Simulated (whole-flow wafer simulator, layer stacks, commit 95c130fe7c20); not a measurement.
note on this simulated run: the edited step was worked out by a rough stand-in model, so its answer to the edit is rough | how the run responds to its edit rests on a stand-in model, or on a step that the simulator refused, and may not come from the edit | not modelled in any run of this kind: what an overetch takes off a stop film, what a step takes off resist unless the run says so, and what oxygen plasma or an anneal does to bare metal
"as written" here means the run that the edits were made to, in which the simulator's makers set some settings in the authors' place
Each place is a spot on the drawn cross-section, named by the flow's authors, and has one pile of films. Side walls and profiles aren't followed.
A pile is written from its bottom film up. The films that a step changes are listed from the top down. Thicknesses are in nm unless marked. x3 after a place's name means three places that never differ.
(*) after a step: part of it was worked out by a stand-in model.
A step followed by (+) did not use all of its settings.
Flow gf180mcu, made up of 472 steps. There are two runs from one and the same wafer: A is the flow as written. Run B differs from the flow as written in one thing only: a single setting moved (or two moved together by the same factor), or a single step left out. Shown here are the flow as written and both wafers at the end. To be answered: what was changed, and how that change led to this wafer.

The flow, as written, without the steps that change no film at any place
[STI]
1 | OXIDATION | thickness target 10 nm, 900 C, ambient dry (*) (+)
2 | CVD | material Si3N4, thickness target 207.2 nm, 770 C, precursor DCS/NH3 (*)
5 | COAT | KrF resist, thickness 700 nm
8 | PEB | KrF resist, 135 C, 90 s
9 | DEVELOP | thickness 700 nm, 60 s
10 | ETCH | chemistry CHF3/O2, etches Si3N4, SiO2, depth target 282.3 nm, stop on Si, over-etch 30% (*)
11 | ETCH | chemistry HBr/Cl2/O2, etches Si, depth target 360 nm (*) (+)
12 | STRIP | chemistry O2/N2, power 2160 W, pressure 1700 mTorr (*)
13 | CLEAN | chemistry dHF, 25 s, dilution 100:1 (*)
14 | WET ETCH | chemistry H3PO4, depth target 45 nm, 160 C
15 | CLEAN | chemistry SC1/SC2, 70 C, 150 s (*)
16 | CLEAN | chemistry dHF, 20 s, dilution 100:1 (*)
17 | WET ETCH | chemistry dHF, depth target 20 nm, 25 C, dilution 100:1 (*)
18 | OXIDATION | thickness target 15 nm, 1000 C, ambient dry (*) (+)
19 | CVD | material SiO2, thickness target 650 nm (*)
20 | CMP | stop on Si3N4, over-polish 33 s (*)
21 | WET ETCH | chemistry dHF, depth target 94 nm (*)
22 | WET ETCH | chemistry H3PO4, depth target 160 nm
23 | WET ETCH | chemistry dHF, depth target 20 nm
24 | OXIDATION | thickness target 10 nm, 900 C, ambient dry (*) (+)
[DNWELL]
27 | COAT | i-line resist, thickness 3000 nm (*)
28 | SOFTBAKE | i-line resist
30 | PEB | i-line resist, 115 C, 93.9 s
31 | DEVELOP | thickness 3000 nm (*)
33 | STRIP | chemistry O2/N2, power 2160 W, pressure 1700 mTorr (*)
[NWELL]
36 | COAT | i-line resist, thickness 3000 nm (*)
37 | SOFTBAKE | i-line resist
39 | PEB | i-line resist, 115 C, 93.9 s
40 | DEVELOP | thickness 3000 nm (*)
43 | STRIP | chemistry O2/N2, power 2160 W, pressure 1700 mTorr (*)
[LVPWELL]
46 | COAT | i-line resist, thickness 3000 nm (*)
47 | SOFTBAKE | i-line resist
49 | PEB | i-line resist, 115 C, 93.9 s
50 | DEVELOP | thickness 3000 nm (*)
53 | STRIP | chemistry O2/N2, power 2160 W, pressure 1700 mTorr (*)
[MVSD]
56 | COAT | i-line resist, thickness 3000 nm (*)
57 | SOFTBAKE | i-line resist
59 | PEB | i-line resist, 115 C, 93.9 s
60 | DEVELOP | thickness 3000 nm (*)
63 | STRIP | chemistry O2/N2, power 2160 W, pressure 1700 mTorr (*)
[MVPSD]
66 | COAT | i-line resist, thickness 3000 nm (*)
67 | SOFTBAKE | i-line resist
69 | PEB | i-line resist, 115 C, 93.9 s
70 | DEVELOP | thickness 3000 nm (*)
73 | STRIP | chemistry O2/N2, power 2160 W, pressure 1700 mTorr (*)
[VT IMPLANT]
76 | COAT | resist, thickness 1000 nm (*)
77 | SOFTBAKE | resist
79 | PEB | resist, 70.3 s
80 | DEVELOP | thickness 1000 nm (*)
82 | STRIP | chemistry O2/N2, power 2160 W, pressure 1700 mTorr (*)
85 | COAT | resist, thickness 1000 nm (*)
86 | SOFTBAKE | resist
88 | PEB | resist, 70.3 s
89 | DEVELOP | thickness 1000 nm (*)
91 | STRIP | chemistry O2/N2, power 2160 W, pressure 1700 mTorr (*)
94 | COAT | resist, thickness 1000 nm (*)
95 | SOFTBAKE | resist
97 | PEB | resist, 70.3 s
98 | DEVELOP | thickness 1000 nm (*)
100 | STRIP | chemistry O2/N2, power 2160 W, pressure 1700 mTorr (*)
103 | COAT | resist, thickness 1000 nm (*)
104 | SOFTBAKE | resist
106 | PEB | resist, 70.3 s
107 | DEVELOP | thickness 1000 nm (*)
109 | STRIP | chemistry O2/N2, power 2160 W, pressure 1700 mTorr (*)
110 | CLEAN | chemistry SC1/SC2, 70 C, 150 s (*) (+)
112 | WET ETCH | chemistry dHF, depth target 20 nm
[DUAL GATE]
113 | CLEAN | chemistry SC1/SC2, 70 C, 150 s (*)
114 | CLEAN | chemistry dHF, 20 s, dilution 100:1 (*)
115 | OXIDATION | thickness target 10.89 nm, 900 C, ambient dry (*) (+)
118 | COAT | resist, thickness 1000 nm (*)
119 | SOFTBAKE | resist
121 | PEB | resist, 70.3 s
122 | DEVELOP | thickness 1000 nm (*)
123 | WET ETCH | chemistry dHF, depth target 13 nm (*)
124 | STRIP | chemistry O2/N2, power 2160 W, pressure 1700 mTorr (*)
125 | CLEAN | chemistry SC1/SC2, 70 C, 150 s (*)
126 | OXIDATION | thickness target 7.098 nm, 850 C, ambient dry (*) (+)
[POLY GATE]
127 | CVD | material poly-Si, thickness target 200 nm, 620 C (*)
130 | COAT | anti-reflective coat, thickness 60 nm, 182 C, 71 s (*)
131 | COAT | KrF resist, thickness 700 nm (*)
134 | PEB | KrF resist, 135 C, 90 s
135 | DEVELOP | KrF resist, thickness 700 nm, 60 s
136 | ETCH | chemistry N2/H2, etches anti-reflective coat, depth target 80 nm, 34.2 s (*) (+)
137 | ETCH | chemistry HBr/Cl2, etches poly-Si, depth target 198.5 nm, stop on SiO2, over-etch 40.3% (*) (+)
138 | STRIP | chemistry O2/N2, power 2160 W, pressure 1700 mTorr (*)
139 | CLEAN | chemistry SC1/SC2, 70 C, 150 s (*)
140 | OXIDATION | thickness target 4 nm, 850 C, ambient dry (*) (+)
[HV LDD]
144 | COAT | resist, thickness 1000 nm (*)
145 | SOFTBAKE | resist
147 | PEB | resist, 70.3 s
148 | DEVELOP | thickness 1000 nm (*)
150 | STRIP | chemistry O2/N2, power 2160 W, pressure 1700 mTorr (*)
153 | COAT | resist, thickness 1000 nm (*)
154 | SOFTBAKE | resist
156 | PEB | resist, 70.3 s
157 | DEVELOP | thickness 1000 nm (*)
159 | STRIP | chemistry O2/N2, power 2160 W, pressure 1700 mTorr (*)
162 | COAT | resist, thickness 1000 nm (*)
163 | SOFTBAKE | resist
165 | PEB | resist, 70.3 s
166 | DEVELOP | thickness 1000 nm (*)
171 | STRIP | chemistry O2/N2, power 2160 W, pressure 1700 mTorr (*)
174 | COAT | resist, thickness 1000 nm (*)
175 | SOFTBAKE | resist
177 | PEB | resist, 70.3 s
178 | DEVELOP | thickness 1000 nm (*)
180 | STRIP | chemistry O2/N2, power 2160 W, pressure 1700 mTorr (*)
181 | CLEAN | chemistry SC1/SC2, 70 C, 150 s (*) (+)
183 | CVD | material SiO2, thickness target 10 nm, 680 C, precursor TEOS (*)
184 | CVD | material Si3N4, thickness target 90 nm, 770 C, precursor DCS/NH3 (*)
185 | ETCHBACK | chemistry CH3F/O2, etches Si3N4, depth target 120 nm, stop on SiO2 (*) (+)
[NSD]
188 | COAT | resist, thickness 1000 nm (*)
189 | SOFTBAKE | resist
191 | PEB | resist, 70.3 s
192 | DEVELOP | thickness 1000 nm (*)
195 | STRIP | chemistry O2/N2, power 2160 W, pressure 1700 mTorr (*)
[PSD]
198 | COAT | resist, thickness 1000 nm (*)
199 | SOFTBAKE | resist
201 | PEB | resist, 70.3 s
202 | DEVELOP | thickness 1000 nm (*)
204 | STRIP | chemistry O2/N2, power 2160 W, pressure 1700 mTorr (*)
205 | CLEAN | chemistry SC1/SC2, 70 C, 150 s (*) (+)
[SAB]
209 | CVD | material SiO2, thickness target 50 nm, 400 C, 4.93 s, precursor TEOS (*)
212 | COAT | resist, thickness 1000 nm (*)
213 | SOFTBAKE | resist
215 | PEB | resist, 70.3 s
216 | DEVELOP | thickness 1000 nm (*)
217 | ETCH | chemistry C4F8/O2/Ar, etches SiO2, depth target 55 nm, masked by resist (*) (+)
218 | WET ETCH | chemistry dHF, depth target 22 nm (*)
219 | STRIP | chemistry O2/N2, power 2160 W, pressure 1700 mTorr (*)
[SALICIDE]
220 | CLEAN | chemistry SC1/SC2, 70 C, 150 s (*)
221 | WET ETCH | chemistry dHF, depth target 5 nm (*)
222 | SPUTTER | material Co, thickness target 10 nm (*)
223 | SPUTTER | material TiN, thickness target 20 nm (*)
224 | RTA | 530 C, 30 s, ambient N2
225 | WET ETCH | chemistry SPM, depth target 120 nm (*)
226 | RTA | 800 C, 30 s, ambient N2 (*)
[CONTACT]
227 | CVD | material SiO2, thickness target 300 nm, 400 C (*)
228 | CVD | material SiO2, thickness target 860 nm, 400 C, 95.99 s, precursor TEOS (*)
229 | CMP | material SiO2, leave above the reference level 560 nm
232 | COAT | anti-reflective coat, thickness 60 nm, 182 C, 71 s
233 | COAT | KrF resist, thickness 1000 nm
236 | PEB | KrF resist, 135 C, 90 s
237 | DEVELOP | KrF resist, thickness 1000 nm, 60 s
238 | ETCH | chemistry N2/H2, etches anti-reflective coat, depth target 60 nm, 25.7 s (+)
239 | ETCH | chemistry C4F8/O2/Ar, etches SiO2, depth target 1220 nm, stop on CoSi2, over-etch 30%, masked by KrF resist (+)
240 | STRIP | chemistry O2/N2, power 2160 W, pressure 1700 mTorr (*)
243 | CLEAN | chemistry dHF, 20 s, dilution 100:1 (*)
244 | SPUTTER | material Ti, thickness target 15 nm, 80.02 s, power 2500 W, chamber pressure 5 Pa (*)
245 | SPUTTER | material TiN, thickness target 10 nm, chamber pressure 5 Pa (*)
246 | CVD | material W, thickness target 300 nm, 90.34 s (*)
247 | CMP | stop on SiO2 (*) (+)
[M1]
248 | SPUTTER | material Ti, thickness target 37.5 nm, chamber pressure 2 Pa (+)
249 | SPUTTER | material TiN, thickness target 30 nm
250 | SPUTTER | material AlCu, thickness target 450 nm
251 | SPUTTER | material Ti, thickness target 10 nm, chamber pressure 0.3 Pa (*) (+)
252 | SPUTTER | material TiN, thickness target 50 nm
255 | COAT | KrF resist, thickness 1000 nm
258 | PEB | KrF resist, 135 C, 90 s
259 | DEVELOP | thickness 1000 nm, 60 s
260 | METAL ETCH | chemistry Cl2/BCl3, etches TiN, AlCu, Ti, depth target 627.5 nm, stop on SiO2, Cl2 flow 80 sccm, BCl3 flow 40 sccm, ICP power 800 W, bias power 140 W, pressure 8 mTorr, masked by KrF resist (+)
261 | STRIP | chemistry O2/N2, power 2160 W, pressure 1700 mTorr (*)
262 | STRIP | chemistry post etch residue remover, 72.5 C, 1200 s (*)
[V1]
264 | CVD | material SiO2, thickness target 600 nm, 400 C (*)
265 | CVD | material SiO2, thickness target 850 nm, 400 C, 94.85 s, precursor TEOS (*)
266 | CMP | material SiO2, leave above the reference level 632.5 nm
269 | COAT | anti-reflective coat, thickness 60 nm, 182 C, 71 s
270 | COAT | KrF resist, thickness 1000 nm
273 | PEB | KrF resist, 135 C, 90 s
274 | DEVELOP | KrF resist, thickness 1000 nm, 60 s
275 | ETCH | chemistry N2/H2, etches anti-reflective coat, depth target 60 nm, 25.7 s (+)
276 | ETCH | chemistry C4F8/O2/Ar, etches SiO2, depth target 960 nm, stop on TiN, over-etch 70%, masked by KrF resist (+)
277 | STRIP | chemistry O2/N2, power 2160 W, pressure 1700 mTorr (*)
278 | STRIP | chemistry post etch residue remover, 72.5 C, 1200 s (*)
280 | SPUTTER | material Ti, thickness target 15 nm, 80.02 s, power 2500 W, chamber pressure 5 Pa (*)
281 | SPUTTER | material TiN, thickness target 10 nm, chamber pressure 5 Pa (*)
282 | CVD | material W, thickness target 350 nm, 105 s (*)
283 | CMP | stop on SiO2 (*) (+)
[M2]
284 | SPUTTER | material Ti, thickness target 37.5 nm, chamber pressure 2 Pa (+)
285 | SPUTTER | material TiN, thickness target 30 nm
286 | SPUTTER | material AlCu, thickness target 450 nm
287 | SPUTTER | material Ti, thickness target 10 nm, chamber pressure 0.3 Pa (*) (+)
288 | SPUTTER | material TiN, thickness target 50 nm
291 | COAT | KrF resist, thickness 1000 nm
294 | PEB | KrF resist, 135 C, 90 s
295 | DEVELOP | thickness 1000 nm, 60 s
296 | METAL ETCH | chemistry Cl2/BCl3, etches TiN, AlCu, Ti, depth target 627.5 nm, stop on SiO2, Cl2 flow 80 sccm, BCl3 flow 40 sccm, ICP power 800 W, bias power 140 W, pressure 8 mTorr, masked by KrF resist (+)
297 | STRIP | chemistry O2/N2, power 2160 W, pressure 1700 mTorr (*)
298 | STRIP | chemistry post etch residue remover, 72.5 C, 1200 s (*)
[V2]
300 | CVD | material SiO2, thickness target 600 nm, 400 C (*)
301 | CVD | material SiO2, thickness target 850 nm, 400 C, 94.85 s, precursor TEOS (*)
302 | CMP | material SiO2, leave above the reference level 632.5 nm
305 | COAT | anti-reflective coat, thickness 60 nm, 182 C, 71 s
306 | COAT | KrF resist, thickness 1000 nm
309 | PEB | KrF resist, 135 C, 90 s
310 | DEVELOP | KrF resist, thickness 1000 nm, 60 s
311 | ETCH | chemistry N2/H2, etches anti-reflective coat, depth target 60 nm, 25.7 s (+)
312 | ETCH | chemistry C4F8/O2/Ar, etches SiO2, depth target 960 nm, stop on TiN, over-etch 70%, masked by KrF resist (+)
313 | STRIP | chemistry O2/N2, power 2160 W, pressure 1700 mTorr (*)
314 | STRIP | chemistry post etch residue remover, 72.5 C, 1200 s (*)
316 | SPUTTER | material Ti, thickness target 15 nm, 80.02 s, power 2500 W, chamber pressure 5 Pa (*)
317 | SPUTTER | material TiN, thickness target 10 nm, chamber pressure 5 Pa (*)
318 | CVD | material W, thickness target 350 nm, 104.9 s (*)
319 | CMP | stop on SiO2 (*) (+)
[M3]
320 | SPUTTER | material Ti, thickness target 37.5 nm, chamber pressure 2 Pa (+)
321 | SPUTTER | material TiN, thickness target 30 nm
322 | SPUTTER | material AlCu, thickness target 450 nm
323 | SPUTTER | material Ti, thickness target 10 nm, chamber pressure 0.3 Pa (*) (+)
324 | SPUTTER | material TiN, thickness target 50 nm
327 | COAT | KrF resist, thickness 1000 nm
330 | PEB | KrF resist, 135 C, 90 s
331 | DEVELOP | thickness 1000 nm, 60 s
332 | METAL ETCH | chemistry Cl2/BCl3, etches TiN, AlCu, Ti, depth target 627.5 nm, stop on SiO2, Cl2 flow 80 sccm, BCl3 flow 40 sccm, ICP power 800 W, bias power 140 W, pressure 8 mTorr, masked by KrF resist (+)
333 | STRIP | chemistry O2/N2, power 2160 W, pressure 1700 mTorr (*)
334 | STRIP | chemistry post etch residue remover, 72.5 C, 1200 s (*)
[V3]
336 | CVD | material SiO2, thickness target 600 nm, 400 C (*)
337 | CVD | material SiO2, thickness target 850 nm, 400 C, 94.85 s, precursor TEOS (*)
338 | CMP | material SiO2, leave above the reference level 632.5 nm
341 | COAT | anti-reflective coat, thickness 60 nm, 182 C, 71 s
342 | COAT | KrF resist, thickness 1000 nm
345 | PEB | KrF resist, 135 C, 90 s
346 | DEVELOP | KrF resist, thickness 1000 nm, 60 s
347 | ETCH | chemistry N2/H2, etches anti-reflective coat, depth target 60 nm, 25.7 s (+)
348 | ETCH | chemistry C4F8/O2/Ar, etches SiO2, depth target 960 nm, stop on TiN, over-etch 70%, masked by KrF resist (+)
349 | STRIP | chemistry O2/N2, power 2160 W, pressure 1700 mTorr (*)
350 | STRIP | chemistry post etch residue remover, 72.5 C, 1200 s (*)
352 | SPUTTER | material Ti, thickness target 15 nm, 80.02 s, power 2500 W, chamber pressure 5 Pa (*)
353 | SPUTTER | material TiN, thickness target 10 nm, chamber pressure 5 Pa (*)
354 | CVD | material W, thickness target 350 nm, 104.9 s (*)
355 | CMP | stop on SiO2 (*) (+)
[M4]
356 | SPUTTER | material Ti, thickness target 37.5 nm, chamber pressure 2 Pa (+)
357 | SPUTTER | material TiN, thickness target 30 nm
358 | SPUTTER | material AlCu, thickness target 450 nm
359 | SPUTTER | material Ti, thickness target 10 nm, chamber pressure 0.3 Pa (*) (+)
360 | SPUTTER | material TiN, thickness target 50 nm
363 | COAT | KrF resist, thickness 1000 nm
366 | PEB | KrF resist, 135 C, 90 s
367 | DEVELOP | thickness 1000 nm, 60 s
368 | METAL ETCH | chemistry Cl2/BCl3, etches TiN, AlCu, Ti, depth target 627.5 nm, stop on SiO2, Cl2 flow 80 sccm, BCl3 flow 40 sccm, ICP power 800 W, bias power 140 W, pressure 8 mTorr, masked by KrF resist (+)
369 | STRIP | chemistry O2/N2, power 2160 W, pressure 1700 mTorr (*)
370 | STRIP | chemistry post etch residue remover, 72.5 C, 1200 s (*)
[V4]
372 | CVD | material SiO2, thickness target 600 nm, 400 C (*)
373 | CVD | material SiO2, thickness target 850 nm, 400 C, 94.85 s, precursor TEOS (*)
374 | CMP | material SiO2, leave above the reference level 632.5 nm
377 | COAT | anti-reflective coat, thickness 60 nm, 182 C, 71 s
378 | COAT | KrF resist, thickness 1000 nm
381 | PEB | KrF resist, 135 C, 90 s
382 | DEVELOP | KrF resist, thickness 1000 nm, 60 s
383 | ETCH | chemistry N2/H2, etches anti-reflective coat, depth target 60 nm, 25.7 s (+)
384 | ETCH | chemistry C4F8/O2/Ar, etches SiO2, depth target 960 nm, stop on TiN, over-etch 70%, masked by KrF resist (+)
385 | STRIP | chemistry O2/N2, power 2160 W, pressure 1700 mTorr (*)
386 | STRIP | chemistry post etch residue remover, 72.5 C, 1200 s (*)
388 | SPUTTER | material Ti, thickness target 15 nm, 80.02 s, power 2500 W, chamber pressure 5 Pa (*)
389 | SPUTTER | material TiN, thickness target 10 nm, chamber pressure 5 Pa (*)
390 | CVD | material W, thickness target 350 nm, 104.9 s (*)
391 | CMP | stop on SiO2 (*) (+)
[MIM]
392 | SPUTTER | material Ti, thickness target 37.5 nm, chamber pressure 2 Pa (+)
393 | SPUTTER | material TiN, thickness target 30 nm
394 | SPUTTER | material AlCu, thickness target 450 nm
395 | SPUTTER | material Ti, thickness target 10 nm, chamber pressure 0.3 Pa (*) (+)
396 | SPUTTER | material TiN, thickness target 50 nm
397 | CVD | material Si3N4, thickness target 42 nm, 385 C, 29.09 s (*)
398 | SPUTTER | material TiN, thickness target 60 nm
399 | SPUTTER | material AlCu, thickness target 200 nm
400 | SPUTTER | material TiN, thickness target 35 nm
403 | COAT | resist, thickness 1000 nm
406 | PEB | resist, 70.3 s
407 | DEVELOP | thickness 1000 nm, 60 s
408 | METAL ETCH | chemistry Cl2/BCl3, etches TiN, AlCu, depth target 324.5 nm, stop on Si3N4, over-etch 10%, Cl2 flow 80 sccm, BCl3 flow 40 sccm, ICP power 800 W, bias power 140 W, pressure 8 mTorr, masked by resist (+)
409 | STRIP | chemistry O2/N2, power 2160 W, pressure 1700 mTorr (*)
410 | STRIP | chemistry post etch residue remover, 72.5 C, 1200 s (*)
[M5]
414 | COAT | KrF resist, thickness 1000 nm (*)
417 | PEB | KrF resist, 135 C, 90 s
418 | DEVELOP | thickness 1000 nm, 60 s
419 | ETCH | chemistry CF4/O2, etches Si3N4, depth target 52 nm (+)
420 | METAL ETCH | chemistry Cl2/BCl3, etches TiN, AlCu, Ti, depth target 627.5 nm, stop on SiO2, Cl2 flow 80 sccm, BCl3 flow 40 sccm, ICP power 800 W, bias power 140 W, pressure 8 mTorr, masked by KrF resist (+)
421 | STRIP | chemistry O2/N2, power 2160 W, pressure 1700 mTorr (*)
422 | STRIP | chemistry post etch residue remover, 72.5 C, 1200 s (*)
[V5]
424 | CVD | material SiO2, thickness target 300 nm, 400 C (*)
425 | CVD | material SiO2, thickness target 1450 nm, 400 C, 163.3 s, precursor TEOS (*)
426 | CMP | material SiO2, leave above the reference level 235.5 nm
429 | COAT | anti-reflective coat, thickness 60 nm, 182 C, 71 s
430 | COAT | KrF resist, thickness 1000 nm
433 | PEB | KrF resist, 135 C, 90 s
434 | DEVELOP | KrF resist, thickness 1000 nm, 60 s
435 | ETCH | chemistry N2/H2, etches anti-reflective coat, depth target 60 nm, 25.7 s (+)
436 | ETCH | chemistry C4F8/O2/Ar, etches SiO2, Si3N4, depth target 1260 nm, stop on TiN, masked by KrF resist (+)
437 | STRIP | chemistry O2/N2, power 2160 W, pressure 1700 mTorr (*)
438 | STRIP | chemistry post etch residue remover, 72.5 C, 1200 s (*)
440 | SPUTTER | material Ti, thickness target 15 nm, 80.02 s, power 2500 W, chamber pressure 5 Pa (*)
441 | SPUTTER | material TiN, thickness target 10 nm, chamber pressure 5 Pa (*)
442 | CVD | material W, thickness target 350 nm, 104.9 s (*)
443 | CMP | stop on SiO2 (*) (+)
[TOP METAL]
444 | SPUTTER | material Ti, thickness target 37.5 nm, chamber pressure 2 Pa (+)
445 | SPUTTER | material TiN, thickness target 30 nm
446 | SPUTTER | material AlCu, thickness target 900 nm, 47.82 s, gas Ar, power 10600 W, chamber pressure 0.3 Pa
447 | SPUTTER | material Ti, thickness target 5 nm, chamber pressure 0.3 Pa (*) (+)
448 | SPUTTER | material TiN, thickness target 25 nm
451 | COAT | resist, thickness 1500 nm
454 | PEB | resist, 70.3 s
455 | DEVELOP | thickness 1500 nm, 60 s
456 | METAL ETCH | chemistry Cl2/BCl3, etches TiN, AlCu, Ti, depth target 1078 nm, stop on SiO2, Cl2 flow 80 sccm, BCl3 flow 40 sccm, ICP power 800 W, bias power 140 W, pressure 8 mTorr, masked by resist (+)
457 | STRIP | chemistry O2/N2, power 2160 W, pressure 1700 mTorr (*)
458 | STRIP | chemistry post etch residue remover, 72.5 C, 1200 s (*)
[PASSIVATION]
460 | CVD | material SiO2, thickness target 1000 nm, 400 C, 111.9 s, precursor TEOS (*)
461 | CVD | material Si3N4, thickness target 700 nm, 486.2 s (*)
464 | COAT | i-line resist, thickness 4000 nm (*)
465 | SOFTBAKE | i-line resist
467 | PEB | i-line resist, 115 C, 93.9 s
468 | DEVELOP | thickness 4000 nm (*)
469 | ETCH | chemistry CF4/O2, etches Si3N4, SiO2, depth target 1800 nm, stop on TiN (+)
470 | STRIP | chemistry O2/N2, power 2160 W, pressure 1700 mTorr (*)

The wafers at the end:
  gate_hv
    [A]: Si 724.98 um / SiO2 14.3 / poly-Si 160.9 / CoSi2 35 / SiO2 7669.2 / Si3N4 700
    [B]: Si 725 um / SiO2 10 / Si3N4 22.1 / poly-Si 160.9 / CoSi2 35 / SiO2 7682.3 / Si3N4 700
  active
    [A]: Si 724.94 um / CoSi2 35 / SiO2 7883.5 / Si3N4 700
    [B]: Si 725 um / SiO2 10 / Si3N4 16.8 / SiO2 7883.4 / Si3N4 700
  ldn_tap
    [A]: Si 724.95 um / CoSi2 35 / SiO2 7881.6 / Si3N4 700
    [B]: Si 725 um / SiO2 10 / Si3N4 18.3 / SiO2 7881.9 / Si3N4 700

The reason: step 2, CVD: thickness target 243.4 nm was run, though the flow has thickness target 207.2 nm.

How this came from the change, step by step:
  2 | CVD | material Si3N4, thickness target 207.2 nm, 770 C, precursor DCS/NH3 (*)
      field, field_sub, active and 77 more: A +207.2 Si3N4 (new film) | B +243.4 Si3N4 (new film)
  10 | ETCH | chemistry CHF3/O2, etches Si3N4, SiO2, depth target 282.3 nm, stop on Si, over-etch 30% (*)
      field, field_sub, sti and 34 more: A -207.2 Si3N4 (all of it), -10 SiO2 (all of it), -13 Si | B -243.4 Si3N4 (all of it), -10 SiO2 (all of it), -5.78 Si
  11 | ETCH | chemistry HBr/Cl2/O2, etches Si, depth target 360 nm (*) (+)
      active, n_well, p_well and 40 more: A -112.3 KrF resist | B -114.7 KrF resist
      field, field_sub, sti and 34 more: A -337 Si | B -344.2 Si
  19 | CVD | material SiO2, thickness target 650 nm (*)
      m1, ld_fp_n, ld_drift_n and 8 more: A +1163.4 SiO2 | B +1199.6 SiO2
  20 | CMP | stop on Si3N4, over-polish 33 s (*)
      sti, mim_1p0, pad and 11 more: A -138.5 SiO2 | B -102.2 SiO2
      nw_enc_fld, nw_enc_fld_lv: A -142.5 SiO2 | B -106.2 SiO2
      (as well as at 10 more places)
  22 | WET ETCH | chemistry H3PO4, depth target 160 nm
      active, n_well, p_well and 40 more: A -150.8 Si3N4 (all of it), -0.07 SiO2 | B -160.1 Si3N4
  23 | WET ETCH | chemistry dHF, depth target 20 nm
      active, n_well, p_well and 40 more: A -9.93 SiO2 (all of it) | B -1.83 Si3N4
  24 | OXIDATION | thickness target 10 nm, 900 C, ambient dry (*) (+)
      active, n_well, p_well and 40 more: A +10 SiO2 (new film), -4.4 Si | B nothing
  28 | SOFTBAKE | i-line resist
      ldn_fp, ldn_drn: A +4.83 i-line resist | B +5.63 i-line resist
      active_nat: A +2.84 i-line resist | B +3.39 i-line resist
      (as well as at 18 more places)
  37 | SOFTBAKE | i-line resist
      ldn_fp, ldn_drn: A +4.83 i-line resist | B +5.63 i-line resist
      active_nat: A +2.84 i-line resist | B +3.39 i-line resist
      (as well as at 18 more places)
  47 | SOFTBAKE | i-line resist
      ldn_fp, ldn_drn: A +4.83 i-line resist | B +5.63 i-line resist
      active_nat: A +2.84 i-line resist | B +3.39 i-line resist
      (as well as at 18 more places)
  57 | SOFTBAKE | i-line resist
      ldn_fp, ldn_drn: A +4.83 i-line resist | B +5.63 i-line resist
      active_nat: A +2.84 i-line resist | B +3.39 i-line resist
      (as well as at 18 more places)
  67 | SOFTBAKE | i-line resist
      ldn_fp, ldn_drn: A +4.83 i-line resist | B +5.63 i-line resist
      active_nat: A +2.84 i-line resist | B +3.39 i-line resist
      (as well as at 18 more places)
  112 | WET ETCH | chemistry dHF, depth target 20 nm
      active, n_well, p_well and 40 more: A -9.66 SiO2 (all of it) | B -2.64 Si3N4
  113 | CLEAN | chemistry SC1/SC2, 70 C, 150 s (*)
      active, n_well, p_well and 40 more: A +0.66 chemical SiO2 (new film), -1.83 Si | B -0.07 Si3N4
  114 | CLEAN | chemistry dHF, 20 s, dilution 100:1 (*)
      active, n_well, p_well and 40 more: A -0.66 chemical SiO2 (all of it) | B -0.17 Si3N4
  ... another 28 steps ...
  471 | ANNEAL | 400 C, 1800 s, ambient N2/H2
      contact: A nothing | B under 49 films: +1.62 void (new film), -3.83 Ti, +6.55 TiSi first (new film), -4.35 Si
With metal films that touch counted as one body, active has 0 bodies; the flow as written gives 1 body.
With metal films that touch counted as one body, ldn_tap has 0 bodies; the flow as written gives 1 body.
